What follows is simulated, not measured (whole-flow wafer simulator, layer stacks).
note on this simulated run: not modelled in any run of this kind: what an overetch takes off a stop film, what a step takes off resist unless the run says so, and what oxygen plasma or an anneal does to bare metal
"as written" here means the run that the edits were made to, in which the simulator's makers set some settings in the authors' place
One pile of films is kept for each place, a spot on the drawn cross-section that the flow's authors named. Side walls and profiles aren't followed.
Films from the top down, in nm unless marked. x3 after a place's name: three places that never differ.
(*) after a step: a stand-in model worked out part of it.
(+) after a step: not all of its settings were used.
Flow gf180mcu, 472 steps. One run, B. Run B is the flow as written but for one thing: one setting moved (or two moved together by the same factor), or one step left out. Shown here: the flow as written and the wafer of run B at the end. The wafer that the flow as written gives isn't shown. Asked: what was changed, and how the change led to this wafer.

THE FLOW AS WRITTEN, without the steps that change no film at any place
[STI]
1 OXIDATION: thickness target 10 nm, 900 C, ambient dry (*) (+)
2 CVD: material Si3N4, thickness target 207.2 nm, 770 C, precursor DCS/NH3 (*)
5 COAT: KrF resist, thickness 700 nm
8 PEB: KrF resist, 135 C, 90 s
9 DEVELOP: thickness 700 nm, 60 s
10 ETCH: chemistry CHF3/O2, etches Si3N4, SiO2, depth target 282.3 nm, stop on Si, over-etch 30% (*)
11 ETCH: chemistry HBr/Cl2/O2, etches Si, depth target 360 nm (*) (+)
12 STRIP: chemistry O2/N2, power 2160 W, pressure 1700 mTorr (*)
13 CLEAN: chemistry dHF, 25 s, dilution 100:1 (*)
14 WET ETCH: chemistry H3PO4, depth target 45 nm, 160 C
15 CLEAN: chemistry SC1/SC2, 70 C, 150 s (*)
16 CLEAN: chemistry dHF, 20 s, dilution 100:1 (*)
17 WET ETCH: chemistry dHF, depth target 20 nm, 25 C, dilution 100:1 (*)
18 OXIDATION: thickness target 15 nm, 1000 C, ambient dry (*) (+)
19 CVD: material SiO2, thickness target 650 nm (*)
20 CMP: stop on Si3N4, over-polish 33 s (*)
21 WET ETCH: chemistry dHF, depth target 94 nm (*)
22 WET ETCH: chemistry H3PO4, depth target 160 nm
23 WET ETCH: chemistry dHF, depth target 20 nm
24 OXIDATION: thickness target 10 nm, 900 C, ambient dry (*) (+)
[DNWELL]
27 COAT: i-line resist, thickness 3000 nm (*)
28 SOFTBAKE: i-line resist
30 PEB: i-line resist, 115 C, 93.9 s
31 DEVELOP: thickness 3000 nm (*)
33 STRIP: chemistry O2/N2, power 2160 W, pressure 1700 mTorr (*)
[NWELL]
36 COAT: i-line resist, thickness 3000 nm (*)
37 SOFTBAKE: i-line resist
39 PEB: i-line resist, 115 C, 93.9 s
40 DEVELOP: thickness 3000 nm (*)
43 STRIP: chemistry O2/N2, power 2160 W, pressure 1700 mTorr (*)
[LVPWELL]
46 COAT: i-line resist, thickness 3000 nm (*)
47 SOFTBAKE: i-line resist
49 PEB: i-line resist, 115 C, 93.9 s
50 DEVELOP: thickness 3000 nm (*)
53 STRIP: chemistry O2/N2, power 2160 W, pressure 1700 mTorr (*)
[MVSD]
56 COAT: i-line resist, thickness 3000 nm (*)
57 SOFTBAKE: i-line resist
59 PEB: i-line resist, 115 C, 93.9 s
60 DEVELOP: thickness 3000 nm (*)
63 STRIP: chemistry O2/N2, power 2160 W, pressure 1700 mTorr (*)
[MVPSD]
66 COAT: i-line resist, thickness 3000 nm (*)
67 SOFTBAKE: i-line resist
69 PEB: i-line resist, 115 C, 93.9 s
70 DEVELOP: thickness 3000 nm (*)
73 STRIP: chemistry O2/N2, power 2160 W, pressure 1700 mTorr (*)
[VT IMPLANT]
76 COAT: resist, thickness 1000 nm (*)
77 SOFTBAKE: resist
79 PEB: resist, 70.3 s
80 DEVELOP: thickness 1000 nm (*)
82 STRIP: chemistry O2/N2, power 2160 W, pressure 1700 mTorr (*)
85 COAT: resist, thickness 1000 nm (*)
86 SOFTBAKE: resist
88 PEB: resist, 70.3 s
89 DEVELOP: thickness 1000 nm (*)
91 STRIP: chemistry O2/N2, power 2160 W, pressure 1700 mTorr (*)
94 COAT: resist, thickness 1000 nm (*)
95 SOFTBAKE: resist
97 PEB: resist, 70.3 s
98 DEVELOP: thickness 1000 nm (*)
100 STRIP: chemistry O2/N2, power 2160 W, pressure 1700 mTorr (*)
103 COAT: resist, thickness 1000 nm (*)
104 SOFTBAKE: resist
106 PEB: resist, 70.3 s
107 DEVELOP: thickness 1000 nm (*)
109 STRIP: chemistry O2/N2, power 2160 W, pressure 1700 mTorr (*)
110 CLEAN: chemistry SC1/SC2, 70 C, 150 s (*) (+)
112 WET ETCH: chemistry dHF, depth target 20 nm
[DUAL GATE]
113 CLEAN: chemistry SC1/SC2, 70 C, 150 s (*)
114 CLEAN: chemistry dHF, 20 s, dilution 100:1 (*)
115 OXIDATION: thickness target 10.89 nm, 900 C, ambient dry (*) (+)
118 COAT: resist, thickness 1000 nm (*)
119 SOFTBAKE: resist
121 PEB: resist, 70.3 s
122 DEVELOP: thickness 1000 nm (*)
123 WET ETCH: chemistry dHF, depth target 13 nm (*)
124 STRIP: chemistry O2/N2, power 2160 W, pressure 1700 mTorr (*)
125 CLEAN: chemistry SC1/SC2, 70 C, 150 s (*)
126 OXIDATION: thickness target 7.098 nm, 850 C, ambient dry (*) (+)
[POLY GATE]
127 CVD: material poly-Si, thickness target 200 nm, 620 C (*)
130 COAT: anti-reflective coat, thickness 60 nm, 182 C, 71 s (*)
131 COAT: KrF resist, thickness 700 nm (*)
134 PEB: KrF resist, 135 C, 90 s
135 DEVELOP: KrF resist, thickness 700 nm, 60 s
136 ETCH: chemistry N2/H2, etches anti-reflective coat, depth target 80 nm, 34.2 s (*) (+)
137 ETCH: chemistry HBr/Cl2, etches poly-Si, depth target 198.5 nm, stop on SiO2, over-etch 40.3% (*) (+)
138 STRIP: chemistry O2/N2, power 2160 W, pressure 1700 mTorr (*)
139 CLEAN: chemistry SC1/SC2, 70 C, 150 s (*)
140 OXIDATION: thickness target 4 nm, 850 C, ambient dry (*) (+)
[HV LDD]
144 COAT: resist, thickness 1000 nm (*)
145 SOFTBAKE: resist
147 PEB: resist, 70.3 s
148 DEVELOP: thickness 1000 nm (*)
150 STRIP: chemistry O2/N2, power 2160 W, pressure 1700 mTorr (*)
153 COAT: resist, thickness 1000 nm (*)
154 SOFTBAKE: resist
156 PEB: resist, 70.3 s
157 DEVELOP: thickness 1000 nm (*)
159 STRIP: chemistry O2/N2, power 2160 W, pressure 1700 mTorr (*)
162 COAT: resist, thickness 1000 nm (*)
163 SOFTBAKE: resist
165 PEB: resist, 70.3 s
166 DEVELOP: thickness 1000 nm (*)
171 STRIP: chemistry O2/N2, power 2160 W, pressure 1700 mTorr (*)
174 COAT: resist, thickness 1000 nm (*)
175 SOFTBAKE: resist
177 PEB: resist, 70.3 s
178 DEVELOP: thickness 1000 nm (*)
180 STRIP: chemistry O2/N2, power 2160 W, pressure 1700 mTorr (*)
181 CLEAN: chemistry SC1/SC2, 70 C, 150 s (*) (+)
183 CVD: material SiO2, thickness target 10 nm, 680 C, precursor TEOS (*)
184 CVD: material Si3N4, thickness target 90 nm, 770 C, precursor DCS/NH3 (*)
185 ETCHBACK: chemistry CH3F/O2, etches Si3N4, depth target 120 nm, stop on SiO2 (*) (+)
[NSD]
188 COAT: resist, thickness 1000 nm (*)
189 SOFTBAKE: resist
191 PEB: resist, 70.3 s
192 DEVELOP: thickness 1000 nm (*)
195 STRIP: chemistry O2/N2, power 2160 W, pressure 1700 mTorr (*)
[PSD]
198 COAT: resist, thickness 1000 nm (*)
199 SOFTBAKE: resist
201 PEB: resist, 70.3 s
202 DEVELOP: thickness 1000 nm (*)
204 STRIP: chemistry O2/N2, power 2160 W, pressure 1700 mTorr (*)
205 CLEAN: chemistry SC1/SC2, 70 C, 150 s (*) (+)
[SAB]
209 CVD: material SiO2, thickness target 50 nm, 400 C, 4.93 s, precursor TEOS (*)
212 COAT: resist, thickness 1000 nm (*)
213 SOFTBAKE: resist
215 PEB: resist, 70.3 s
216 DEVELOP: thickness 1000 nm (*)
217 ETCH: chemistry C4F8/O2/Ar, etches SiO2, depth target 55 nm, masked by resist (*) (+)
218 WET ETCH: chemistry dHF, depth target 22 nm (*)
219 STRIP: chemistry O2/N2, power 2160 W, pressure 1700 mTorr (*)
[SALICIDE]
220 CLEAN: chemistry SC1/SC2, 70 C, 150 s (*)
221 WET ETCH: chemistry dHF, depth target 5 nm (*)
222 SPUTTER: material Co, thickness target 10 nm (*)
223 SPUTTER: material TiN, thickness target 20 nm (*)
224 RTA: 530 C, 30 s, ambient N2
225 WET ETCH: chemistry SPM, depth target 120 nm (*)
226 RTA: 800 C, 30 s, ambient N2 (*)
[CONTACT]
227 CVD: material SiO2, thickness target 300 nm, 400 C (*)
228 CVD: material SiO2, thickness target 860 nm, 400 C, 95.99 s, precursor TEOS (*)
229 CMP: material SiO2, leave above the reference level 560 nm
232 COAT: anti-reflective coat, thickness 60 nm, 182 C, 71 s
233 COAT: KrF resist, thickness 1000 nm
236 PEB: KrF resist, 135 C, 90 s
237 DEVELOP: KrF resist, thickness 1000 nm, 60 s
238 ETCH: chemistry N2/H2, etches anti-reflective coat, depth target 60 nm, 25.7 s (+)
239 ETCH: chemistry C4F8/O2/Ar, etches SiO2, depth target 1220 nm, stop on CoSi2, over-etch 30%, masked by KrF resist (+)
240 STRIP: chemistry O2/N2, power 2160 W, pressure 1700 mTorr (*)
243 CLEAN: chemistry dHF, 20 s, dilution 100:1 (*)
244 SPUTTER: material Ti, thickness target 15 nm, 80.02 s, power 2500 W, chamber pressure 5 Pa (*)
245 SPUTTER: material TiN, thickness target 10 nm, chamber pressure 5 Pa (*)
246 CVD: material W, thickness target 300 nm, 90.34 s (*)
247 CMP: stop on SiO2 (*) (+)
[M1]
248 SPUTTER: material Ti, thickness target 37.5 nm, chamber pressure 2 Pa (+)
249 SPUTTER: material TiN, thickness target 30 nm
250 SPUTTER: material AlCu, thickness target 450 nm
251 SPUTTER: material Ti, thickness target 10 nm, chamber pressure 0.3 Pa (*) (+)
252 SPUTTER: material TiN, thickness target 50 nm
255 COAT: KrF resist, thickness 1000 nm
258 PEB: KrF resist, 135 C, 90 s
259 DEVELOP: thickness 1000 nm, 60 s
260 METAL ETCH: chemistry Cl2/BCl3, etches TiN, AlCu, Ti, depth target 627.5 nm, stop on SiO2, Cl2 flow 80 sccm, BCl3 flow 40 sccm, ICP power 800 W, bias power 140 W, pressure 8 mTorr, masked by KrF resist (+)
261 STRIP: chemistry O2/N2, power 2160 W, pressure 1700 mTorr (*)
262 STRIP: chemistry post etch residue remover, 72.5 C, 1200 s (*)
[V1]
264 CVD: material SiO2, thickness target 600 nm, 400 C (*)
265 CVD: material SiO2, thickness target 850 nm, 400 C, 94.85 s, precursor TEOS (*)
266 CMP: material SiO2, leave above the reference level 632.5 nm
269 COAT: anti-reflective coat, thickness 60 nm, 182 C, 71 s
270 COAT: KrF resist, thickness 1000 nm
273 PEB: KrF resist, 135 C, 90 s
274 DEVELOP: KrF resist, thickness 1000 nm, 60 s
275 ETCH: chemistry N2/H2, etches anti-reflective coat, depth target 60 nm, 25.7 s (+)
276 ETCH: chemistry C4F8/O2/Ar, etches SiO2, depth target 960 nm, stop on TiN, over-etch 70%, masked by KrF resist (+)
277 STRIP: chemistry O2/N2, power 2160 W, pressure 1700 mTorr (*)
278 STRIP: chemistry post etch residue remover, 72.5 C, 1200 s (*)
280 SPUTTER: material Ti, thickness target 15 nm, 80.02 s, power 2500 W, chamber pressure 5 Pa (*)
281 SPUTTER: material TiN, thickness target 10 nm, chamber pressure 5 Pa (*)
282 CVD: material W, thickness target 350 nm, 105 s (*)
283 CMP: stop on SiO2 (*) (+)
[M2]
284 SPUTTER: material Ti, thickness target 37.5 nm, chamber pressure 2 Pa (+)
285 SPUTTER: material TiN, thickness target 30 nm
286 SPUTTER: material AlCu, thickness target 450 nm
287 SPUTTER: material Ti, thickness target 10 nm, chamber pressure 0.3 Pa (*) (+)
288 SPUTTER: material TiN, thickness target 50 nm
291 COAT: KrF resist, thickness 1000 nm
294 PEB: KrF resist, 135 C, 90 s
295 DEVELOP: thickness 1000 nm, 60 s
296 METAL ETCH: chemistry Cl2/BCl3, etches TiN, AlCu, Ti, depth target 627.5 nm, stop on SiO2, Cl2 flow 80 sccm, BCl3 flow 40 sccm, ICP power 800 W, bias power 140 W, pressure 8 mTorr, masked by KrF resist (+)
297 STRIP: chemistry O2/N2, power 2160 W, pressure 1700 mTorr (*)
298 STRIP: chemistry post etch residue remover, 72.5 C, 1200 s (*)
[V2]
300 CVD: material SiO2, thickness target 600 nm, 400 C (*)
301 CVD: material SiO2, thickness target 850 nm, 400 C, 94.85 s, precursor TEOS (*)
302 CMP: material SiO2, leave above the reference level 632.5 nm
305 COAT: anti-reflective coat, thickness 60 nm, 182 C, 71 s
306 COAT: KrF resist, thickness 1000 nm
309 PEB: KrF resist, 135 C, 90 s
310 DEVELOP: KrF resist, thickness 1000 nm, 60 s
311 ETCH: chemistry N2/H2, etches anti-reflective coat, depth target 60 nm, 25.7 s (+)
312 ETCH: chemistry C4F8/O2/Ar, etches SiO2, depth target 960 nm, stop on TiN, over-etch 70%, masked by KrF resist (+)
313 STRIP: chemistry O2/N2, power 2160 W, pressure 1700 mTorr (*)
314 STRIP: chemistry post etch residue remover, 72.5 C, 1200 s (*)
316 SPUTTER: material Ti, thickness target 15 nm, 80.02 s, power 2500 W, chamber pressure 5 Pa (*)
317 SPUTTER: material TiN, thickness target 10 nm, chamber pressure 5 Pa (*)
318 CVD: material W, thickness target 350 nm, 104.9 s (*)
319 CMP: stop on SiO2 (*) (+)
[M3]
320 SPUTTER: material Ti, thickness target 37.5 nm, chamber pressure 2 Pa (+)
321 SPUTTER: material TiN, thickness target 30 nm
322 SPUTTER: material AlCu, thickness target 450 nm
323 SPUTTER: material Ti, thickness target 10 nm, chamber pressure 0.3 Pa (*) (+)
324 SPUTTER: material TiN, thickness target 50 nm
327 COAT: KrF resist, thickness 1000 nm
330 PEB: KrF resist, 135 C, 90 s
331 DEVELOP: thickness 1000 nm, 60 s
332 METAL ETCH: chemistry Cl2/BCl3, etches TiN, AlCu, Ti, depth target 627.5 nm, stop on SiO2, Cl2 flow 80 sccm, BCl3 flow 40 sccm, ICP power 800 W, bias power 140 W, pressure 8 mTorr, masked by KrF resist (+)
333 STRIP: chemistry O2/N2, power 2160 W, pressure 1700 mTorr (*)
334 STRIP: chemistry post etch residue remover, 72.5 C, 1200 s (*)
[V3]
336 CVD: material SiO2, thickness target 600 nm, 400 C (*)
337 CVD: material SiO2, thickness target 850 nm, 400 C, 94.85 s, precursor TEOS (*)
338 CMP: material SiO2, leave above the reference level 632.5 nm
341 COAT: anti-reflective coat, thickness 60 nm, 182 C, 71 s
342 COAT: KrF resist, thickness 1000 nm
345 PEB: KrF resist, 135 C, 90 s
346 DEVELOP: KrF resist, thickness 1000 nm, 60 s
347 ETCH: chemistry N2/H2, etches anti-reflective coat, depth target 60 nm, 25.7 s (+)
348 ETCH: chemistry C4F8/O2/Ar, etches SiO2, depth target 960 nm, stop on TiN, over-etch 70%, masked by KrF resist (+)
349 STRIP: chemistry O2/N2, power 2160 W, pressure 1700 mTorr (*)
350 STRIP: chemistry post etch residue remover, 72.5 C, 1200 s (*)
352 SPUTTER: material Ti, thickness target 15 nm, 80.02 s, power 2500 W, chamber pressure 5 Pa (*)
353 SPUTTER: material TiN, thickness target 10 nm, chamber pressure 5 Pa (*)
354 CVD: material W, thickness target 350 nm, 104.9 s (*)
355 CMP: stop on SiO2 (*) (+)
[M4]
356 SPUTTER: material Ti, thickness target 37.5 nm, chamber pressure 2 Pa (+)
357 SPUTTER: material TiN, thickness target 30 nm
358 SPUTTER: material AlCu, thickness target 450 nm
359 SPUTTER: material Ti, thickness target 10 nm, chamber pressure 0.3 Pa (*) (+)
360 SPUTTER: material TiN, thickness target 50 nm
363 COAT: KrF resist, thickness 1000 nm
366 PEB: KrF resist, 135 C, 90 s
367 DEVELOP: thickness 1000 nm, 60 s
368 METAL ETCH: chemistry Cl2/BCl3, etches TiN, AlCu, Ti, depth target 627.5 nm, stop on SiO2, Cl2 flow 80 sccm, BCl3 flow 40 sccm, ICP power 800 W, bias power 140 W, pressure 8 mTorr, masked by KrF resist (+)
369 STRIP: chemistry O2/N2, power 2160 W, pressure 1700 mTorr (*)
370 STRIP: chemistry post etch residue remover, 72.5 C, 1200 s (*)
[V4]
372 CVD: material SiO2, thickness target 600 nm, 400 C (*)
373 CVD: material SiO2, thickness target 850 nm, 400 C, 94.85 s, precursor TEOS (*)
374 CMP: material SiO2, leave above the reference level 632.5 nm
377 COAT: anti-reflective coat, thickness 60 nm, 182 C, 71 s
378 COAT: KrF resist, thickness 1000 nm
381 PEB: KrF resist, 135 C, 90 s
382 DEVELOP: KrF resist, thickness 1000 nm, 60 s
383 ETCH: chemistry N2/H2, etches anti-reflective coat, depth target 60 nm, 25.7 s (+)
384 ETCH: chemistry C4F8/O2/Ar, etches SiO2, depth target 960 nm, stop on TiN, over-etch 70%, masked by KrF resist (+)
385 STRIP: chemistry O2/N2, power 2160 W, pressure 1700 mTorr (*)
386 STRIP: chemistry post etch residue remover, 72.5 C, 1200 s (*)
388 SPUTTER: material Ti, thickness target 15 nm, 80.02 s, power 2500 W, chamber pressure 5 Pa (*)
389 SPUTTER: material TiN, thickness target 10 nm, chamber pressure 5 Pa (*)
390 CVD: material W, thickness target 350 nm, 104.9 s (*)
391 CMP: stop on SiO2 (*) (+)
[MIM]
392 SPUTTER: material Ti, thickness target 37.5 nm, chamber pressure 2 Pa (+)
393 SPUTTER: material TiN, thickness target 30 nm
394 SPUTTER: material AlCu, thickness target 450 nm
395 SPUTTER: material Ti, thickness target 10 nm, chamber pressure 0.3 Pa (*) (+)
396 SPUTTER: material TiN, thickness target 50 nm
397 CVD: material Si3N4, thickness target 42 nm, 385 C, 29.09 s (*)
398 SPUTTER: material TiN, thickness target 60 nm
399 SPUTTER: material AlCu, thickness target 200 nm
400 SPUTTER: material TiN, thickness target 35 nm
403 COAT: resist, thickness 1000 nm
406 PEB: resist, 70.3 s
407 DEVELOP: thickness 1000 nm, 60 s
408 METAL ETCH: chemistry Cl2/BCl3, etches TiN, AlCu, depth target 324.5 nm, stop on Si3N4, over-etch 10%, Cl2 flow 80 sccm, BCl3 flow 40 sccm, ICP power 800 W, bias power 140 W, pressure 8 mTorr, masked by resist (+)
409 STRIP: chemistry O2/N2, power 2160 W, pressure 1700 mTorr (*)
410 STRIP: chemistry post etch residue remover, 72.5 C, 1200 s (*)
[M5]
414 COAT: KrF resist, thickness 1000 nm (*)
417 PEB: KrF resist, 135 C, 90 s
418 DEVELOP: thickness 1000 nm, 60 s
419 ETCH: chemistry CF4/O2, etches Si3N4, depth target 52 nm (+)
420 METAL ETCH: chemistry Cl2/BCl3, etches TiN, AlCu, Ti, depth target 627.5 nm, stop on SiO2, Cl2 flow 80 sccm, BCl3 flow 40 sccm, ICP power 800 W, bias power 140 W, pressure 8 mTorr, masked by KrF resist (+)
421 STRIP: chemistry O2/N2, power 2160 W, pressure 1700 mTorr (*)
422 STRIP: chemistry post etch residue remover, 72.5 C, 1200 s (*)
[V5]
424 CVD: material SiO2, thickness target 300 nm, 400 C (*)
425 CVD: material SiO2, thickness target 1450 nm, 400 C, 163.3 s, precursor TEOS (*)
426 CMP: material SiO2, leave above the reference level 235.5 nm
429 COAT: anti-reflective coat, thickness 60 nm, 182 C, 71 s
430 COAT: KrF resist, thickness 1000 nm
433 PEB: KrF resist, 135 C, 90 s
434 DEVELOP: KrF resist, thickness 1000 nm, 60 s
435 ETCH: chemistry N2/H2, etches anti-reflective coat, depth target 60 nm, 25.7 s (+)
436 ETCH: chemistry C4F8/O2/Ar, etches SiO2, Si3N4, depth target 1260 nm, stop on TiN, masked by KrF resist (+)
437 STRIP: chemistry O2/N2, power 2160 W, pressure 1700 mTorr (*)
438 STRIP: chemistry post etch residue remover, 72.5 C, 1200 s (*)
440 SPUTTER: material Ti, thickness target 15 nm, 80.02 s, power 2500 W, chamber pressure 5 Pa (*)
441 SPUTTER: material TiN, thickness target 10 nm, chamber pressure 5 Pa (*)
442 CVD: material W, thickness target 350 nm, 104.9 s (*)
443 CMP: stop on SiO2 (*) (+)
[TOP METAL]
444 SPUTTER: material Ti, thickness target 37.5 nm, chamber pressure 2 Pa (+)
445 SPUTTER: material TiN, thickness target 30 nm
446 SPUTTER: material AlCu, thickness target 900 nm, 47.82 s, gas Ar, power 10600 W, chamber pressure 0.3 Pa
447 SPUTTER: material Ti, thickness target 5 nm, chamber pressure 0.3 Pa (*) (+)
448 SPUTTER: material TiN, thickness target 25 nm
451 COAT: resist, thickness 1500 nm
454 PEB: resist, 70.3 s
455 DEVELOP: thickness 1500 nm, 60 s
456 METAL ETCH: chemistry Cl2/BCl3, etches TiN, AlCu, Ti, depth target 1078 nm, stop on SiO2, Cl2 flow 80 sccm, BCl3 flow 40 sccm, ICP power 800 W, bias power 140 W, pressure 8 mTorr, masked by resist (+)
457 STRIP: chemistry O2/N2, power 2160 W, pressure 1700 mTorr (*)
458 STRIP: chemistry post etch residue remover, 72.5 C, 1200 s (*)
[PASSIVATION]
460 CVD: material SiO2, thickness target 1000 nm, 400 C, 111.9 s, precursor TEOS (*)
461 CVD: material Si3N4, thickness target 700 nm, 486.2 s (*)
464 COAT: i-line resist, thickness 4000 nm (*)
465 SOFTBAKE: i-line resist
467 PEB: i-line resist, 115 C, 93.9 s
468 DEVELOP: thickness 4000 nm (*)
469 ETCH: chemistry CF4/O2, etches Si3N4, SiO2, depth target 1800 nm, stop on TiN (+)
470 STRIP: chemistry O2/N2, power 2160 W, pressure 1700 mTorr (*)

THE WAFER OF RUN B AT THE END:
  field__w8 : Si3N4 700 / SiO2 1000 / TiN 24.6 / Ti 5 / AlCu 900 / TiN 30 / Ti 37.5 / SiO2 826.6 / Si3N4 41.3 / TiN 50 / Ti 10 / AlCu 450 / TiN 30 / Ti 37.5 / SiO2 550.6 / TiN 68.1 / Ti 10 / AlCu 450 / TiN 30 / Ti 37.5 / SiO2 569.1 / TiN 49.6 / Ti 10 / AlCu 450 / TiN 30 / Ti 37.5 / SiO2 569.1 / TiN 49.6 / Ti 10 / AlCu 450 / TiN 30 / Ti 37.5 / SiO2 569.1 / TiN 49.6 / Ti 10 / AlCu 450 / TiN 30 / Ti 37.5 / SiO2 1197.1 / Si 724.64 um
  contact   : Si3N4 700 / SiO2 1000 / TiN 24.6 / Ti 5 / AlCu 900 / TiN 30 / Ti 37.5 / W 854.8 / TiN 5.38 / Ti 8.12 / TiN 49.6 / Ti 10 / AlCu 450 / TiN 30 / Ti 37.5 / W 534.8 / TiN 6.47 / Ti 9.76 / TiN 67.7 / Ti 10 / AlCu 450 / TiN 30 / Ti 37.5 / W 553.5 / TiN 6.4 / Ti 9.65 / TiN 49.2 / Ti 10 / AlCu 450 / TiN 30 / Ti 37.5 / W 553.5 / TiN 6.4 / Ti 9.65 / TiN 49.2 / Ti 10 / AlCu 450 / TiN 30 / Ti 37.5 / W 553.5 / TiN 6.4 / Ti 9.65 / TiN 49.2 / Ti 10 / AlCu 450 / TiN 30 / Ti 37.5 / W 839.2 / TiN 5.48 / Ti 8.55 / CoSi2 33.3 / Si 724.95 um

The cause: step 360, SPUTTER: thickness target 68.5 nm was run, where the flow has thickness target 50 nm.

How the change led to this, step by step:
  360 SPUTTER: material TiN, thickness target 50 nm
      field, field__w1, field__w2 and 108 more: TiN +68.5 (new film) (as written it would be: TiN +50 (new film))
  368 METAL ETCH: chemistry Cl2/BCl3, etches TiN, AlCu, Ti, depth target 627.5 nm, stop on SiO2, Cl2 flow 80 sccm, BCl3 flow 40 sccm, ICP power 800 W, bias power 140 W, pressure 8 mTorr, masked by KrF resist (+)
      field, field__w1, field__w2 and 103 more: TiN -68.5 (all of it), Ti -10 (all of it), AlCu -450 (all of it), TiN -30 (all of it), Ti -37.5 (all of it) (as written it would be: TiN -50 (all of it), Ti -10 (all of it), AlCu -450 (all of it), TiN -30 (all of it), Ti -37.5 (all of it))
  374 CMP: material SiO2, leave above the reference level 632.5 nm
      field__w8, contact, m1, m1__w1, m1_nw: SiO2 -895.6 (as written it would be: SiO2 -877.1)
  384 ETCH: chemistry C4F8/O2/Ar, etches SiO2, depth target 960 nm, stop on TiN, over-etch 70%, masked by KrF resist (+)
      contact: SiO2 -554 (all of it) (as written it would be: SiO2 -572.5 (all of it))
  390 CVD: material W, thickness target 350 nm, 104.9 s (*)
      contact: W +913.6 (new film) (as written it would be: W +932.3 (new film))
